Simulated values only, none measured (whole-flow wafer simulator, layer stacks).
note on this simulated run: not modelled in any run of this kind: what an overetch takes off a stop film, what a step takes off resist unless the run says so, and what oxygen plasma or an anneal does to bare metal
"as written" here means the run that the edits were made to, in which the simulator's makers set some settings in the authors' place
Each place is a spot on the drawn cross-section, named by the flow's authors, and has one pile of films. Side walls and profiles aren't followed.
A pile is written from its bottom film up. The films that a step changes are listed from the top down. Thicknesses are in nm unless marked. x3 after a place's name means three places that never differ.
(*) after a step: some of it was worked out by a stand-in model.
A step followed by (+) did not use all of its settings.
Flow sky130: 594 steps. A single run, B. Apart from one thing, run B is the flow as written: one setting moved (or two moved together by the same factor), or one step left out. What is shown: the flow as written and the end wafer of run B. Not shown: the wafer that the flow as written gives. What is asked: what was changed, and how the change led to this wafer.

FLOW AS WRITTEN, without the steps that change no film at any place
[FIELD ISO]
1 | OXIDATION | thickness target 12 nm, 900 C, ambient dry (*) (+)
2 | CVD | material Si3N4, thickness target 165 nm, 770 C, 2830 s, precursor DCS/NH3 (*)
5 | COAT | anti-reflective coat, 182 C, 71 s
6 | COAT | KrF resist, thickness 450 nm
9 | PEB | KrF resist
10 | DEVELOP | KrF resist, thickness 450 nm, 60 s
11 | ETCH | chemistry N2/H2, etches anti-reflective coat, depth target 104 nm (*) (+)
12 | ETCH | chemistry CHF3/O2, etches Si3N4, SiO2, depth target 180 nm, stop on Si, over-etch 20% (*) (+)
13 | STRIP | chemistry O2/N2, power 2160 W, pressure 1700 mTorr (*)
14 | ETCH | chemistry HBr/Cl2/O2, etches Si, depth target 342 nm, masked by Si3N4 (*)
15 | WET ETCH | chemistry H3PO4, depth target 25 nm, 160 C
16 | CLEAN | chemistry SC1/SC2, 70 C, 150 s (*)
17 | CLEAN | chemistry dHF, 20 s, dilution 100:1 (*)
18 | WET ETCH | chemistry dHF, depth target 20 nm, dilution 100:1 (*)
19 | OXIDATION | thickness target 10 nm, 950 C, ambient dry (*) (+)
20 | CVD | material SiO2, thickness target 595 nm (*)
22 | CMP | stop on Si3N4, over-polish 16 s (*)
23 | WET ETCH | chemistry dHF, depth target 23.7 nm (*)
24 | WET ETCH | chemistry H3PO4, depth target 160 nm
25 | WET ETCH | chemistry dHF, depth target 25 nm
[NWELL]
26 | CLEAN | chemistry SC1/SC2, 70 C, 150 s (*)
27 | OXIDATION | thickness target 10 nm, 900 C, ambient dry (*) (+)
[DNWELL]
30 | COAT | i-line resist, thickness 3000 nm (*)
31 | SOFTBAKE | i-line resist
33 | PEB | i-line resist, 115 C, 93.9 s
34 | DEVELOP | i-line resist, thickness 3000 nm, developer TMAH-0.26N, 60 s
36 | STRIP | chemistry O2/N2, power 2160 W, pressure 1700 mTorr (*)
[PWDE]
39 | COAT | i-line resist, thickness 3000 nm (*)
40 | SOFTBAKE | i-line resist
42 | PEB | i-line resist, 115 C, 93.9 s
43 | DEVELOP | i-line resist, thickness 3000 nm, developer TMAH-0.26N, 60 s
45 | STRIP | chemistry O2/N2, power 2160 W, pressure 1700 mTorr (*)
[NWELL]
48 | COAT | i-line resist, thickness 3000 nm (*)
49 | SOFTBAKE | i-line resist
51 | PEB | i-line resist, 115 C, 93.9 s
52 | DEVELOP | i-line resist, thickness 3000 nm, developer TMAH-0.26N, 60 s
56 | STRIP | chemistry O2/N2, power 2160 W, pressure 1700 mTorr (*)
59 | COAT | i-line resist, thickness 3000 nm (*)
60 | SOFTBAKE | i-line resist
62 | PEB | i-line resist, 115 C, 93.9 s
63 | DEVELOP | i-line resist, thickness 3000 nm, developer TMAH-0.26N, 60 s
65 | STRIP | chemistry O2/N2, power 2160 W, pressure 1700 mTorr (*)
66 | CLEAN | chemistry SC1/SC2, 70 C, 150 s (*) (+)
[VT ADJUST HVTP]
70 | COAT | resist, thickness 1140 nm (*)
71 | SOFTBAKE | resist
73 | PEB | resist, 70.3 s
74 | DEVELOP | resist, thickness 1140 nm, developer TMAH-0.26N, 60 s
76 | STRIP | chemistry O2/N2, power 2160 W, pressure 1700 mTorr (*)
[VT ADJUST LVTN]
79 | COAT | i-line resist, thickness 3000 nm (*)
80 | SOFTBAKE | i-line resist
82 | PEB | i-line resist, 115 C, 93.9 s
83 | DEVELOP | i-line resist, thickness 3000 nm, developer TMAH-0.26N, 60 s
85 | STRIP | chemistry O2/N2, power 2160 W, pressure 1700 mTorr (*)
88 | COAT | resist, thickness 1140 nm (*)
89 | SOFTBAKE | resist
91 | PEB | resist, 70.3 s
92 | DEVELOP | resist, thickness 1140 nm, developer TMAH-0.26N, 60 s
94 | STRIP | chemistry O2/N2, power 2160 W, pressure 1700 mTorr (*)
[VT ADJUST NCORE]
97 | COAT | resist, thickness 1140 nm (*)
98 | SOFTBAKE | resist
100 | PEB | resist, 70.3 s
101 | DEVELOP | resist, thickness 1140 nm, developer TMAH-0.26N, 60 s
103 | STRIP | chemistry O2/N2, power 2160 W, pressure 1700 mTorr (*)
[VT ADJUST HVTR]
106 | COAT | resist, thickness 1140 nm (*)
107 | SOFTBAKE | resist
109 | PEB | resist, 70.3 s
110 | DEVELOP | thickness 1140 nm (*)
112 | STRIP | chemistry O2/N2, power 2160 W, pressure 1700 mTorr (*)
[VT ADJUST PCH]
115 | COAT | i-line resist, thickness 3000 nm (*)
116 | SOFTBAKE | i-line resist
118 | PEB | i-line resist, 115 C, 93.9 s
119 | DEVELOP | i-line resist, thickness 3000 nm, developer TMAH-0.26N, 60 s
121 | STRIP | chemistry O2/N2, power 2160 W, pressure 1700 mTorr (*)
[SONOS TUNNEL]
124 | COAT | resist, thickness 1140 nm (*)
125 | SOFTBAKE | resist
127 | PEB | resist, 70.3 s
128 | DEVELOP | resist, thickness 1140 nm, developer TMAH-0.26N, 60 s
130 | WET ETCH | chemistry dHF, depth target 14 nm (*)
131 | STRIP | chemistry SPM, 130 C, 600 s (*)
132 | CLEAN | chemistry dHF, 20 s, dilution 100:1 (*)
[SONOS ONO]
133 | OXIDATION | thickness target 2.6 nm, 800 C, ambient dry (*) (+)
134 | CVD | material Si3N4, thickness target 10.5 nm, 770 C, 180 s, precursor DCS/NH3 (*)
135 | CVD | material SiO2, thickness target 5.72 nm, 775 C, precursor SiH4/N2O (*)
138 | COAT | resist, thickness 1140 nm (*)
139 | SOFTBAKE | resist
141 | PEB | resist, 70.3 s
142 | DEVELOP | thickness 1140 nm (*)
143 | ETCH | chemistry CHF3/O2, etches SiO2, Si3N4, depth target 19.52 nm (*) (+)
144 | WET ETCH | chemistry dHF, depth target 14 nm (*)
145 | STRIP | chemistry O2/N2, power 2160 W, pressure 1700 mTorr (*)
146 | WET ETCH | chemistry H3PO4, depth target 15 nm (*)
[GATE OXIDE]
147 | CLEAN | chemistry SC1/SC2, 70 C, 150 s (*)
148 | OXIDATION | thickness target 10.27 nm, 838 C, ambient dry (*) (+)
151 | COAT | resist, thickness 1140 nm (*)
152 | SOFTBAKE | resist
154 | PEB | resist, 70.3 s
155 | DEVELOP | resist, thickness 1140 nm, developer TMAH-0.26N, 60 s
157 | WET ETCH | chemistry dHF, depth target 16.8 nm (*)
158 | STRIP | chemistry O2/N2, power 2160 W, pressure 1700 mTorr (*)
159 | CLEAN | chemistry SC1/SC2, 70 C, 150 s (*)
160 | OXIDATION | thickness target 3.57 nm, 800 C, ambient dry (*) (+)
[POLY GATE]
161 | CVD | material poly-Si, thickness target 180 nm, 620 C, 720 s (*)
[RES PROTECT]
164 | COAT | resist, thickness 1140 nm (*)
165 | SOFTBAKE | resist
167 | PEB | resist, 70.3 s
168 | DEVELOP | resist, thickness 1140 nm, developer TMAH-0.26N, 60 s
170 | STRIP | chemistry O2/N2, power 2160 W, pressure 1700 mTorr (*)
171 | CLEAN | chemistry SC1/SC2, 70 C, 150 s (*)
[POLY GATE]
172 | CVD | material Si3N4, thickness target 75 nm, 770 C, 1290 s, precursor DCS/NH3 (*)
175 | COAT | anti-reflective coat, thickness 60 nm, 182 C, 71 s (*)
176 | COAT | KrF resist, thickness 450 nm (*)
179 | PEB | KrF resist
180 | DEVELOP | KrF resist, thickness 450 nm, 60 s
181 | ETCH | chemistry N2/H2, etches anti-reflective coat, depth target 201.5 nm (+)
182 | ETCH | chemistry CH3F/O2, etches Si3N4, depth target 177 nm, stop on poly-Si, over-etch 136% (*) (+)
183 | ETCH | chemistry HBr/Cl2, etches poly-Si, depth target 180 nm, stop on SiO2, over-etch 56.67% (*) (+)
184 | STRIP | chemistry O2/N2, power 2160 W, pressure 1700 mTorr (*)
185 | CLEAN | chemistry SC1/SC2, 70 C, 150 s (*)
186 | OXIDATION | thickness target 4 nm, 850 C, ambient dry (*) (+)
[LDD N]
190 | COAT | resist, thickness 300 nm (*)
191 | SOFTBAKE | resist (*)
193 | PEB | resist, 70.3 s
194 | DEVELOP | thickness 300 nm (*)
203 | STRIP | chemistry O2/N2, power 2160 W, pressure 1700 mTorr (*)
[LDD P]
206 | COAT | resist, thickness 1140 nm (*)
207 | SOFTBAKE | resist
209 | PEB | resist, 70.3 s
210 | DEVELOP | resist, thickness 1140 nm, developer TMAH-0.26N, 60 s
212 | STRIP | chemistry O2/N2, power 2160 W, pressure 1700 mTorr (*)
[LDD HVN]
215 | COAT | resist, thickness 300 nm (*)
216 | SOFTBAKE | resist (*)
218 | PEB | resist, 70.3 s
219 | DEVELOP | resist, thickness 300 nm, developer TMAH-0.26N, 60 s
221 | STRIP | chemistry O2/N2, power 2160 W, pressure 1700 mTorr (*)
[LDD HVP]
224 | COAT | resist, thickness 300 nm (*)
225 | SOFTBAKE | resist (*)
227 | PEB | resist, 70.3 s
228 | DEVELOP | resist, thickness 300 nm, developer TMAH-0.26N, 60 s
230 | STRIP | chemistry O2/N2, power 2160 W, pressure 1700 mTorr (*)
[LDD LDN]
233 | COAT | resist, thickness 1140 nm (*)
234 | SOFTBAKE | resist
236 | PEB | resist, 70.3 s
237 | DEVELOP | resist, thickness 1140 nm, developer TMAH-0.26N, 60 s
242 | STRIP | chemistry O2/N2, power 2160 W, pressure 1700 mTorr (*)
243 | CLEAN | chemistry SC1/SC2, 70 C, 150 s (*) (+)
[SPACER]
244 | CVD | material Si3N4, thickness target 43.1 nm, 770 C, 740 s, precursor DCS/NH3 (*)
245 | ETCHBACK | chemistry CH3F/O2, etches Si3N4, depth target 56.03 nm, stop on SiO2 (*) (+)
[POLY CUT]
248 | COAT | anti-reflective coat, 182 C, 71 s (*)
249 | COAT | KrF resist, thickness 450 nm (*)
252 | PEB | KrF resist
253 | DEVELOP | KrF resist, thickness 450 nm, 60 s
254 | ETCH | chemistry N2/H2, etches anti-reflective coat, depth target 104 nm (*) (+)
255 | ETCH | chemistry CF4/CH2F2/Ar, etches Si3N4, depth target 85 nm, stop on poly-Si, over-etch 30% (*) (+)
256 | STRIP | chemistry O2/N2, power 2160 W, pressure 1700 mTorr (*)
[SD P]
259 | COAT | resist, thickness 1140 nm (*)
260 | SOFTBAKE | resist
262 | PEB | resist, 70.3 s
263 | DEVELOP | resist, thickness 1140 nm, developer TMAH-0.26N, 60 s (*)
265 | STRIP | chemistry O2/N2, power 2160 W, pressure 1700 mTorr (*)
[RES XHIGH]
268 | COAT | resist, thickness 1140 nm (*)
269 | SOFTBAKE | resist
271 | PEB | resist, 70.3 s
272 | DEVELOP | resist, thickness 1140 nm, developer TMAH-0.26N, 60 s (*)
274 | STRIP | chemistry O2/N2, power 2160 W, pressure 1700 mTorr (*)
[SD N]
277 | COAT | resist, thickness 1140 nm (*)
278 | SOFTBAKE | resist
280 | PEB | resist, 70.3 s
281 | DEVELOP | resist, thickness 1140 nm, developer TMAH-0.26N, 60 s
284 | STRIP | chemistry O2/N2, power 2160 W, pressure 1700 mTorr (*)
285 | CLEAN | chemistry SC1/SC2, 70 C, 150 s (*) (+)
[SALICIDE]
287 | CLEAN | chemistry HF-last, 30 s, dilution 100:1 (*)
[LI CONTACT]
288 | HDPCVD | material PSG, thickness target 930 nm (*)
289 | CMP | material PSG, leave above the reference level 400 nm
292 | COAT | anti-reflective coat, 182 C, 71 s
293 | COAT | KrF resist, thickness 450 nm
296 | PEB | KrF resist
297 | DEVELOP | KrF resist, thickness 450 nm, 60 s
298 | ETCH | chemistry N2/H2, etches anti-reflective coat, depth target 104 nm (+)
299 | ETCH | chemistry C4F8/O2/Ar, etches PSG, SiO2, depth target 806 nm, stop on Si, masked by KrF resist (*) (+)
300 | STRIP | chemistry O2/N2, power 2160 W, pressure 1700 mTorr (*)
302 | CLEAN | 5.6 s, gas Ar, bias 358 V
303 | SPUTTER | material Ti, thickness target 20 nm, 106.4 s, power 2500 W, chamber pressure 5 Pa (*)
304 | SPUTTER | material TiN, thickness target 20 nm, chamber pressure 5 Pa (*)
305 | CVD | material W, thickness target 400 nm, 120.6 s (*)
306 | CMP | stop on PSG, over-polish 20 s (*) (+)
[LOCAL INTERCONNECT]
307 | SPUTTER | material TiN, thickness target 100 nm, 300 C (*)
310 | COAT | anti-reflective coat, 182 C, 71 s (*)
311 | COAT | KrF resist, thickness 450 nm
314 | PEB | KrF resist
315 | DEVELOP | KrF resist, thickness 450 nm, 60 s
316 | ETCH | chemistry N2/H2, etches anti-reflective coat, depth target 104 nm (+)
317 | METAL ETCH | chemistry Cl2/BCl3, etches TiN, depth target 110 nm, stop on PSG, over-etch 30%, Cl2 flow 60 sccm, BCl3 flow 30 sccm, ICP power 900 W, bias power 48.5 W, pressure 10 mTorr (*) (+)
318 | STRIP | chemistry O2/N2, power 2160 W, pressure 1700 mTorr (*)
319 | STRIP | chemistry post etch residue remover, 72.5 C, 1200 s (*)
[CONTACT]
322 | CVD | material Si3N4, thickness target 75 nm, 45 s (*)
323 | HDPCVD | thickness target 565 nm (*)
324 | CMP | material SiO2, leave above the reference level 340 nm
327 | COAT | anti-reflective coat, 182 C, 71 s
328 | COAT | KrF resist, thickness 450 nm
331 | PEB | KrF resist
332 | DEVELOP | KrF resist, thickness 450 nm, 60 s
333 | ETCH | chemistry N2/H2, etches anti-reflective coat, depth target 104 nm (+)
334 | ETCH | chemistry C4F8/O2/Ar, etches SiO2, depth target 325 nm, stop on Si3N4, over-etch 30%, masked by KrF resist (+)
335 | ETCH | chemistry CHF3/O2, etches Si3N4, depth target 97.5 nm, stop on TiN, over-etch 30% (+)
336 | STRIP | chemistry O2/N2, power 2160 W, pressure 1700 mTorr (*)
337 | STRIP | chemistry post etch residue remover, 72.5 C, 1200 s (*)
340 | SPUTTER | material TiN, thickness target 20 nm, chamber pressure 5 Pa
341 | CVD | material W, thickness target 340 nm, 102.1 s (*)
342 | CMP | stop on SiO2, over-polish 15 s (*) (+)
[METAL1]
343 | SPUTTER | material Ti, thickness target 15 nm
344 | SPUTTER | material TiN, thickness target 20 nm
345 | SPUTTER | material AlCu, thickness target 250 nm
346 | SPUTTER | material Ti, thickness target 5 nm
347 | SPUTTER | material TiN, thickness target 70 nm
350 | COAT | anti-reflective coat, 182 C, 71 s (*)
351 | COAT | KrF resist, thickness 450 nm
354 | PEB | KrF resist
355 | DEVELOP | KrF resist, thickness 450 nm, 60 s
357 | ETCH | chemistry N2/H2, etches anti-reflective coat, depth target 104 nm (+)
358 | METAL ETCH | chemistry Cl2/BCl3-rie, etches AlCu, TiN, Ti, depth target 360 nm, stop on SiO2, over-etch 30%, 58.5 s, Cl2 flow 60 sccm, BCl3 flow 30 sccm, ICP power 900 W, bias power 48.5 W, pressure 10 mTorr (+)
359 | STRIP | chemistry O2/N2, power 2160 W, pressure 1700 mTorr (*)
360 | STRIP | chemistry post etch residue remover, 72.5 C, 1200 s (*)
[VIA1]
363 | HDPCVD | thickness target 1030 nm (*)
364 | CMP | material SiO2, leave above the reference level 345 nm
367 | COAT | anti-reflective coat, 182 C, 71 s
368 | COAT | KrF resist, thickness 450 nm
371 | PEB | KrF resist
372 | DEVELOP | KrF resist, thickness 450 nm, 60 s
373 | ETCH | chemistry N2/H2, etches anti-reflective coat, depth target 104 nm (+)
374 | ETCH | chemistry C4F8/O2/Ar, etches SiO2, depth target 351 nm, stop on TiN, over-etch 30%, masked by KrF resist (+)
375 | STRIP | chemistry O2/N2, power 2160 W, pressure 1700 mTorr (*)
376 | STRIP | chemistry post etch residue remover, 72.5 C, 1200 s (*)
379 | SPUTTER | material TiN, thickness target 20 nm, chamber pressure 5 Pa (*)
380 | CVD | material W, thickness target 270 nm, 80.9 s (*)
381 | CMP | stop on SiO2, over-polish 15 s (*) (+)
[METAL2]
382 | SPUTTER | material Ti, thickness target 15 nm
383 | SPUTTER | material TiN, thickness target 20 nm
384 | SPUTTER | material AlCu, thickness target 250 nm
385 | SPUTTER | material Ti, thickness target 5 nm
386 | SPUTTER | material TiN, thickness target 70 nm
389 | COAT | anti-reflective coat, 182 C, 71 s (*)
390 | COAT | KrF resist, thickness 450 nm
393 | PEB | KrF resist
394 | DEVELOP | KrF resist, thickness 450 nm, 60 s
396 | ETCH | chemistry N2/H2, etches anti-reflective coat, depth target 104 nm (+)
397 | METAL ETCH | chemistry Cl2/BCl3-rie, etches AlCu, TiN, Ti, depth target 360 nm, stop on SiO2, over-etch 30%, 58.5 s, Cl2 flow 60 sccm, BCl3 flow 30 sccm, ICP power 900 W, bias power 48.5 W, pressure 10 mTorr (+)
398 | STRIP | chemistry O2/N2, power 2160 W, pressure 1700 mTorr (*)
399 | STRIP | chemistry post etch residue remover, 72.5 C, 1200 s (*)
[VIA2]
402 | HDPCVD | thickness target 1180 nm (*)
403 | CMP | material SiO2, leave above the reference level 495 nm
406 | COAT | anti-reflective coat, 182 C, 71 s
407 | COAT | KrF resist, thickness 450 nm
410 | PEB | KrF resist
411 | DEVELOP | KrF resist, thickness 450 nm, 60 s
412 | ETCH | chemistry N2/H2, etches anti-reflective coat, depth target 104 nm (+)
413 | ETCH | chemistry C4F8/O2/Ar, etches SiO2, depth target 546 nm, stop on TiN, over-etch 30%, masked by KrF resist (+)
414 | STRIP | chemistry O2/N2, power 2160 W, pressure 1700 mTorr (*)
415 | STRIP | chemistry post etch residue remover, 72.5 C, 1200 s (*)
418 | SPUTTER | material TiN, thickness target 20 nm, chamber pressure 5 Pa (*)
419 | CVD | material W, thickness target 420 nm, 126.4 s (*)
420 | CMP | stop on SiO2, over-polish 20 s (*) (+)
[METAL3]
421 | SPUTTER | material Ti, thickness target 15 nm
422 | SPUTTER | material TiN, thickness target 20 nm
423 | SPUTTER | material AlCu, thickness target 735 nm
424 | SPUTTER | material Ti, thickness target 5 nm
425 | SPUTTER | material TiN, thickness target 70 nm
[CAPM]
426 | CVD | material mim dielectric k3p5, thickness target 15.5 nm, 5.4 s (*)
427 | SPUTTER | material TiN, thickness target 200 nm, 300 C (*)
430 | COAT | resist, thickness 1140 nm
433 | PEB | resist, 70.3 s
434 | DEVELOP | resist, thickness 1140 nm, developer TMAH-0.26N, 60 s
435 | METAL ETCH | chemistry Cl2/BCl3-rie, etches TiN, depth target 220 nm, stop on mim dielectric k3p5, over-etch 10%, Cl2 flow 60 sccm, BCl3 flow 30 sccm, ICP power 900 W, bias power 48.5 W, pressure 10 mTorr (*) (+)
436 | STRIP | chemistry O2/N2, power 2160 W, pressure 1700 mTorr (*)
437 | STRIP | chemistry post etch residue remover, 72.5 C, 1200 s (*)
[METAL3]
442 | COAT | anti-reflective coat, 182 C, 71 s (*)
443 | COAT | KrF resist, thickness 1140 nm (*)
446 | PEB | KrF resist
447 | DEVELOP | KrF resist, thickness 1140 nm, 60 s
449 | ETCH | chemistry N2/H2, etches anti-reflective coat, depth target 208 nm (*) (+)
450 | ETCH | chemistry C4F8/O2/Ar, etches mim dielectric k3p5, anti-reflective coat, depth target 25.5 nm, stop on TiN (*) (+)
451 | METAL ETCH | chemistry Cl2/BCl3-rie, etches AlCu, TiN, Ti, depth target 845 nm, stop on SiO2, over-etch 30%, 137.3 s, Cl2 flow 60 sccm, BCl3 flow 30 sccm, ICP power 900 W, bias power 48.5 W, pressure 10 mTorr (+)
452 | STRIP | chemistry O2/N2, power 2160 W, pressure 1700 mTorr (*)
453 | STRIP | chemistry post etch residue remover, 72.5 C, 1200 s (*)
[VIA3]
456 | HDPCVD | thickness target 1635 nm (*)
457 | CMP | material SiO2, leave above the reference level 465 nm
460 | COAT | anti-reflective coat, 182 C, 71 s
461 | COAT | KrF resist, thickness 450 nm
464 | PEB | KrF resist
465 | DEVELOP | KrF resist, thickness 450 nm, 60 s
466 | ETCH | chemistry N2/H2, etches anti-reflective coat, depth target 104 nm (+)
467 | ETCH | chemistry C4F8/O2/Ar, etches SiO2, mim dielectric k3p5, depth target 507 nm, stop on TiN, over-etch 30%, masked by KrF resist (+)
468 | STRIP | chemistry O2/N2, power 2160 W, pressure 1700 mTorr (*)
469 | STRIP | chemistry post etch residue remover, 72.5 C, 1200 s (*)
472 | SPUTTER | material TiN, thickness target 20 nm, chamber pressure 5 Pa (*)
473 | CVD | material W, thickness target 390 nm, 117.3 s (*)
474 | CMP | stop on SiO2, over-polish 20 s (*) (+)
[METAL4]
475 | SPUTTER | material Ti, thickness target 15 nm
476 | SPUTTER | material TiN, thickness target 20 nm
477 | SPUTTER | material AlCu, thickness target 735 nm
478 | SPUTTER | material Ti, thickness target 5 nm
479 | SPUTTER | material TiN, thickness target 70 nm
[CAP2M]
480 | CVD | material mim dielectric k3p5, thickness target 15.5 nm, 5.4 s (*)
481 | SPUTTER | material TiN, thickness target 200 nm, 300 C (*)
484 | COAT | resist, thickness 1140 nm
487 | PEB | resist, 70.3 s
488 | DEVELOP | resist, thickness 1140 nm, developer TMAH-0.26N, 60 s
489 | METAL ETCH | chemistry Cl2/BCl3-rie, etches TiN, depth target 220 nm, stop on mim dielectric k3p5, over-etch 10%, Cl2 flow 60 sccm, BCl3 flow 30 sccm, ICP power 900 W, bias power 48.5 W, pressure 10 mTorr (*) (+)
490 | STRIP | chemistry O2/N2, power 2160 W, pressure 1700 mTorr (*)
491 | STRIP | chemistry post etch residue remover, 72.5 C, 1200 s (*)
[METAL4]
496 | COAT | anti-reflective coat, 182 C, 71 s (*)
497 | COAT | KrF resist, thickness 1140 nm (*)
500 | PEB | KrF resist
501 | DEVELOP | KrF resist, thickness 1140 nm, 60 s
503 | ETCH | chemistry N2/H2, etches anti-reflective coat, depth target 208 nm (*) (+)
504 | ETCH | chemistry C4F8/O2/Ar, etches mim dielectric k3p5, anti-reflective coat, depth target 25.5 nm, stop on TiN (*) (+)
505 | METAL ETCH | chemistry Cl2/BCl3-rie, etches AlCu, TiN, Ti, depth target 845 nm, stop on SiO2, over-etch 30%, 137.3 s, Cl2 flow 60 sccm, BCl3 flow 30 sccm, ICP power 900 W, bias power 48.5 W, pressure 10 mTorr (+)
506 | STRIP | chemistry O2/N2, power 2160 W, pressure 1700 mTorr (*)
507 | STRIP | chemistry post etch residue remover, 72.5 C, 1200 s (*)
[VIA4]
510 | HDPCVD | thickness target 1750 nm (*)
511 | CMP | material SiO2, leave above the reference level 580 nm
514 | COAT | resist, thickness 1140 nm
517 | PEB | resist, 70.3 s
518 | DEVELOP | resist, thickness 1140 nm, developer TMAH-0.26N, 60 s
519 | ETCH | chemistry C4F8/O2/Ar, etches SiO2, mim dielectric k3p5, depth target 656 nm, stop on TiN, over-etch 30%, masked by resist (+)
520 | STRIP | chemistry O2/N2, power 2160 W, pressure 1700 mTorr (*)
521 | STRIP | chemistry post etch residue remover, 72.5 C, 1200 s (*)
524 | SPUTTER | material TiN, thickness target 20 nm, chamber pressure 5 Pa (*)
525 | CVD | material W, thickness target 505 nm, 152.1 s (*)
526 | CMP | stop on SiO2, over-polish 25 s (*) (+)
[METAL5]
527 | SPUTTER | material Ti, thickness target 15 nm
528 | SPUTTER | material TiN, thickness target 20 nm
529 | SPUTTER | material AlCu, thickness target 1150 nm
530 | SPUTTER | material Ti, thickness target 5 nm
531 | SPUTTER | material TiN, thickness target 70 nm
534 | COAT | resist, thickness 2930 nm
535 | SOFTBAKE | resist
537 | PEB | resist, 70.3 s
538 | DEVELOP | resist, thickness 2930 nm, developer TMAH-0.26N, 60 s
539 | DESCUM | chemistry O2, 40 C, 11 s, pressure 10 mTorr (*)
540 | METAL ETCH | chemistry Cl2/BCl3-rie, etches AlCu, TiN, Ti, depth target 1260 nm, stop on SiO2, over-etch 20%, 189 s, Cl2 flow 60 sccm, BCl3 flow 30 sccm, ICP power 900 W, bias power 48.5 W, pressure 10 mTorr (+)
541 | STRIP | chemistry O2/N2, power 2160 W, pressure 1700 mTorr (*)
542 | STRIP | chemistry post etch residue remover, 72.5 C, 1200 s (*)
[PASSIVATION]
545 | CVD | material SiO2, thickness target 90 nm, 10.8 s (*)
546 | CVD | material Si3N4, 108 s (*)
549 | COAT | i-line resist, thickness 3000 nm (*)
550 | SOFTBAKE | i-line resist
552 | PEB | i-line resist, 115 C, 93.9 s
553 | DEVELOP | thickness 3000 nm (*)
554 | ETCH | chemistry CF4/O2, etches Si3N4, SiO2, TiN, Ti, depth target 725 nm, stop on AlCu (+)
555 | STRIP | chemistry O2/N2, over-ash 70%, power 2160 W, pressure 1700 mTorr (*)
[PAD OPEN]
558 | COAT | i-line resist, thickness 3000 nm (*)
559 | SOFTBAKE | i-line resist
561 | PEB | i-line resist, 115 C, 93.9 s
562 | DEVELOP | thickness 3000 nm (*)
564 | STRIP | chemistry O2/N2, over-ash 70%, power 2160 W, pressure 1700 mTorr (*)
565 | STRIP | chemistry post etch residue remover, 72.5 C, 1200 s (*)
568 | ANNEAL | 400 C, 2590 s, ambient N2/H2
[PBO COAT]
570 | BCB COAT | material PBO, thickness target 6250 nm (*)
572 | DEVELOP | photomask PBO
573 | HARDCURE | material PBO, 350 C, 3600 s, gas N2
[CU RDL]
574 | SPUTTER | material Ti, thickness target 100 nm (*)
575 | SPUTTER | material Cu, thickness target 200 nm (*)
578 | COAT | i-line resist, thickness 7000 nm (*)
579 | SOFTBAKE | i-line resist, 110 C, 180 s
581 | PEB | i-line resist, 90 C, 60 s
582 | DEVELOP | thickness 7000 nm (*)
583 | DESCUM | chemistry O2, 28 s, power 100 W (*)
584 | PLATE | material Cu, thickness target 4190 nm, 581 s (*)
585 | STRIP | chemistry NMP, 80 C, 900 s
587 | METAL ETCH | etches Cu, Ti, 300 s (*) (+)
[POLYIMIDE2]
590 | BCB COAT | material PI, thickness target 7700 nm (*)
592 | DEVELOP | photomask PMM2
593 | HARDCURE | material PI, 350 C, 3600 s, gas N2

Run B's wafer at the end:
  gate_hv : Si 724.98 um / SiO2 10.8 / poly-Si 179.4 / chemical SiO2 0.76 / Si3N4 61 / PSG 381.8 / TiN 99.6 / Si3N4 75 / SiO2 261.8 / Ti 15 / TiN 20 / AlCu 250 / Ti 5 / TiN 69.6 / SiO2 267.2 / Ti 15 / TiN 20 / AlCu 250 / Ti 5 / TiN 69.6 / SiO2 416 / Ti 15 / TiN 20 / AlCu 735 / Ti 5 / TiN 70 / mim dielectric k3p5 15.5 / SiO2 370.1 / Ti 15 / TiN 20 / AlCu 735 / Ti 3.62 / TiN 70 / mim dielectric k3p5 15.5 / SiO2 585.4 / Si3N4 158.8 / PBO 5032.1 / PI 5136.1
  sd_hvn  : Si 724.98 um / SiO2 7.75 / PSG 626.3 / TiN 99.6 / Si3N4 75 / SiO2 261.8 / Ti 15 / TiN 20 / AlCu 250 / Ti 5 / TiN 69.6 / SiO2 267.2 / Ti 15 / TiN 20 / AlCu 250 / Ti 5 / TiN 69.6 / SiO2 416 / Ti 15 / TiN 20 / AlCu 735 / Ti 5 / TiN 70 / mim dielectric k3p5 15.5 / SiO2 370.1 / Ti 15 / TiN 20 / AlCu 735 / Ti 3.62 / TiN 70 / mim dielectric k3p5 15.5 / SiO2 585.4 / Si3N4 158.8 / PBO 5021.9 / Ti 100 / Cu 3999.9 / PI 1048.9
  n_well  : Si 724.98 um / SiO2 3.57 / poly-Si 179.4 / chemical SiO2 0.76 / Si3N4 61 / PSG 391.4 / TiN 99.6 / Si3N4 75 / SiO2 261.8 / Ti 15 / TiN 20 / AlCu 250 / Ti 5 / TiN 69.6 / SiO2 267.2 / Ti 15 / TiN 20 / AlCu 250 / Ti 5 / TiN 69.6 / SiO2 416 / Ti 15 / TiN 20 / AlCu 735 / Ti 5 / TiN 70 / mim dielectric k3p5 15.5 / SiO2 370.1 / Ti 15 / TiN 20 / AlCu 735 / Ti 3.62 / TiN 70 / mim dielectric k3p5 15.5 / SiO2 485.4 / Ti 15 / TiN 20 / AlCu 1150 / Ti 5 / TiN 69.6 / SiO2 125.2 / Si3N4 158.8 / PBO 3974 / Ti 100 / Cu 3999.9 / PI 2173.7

The reason: step 478, SPUTTER: thickness target 3.62 nm was run, whereas the flow has thickness target 5 nm.
The wafer itself shows it: gate_hv has Ti 3.62, and step 478 as written asks for 5 nm.

The path from the change to this, step by step:
  478 | SPUTTER | material Ti, thickness target 5 nm
      field, active, n_well and 189 more: +3.62 Ti (new film) (as written it would have been: +5 Ti (new film))
  505 | METAL ETCH | chemistry Cl2/BCl3-rie, etches AlCu, TiN, Ti, depth target 845 nm, stop on SiO2, over-etch 30%, 137.3 s, Cl2 flow 60 sccm, BCl3 flow 30 sccm, ICP power 900 W, bias power 48.5 W, pressure 10 mTorr (+)
      field, gate, spacer and 68 more: -70 TiN (all of it), -3.62 Ti (all of it), -735 AlCu (all of it), -20 TiN (all of it), -15 Ti (all of it), -25.5 SiO2 (as written it would have been: -70 TiN (all of it), -5 Ti (all of it), -735 AlCu (all of it), -20 TiN (all of it), -15 Ti (all of it), -25.4 SiO2)
      active, vpp_iso1, mim_edge_plate and 14 more: -70 TiN (all of it), -3.62 Ti (all of it), -735 AlCu (all of it), -20 TiN (all of it), -15 Ti (all of it), -25.5 SiO2 (as written it would have been: -70 TiN (all of it), -5 Ti (all of it), -735 AlCu (all of it), -20 TiN (all of it), -15 Ti (all of it), -25.3 SiO2)
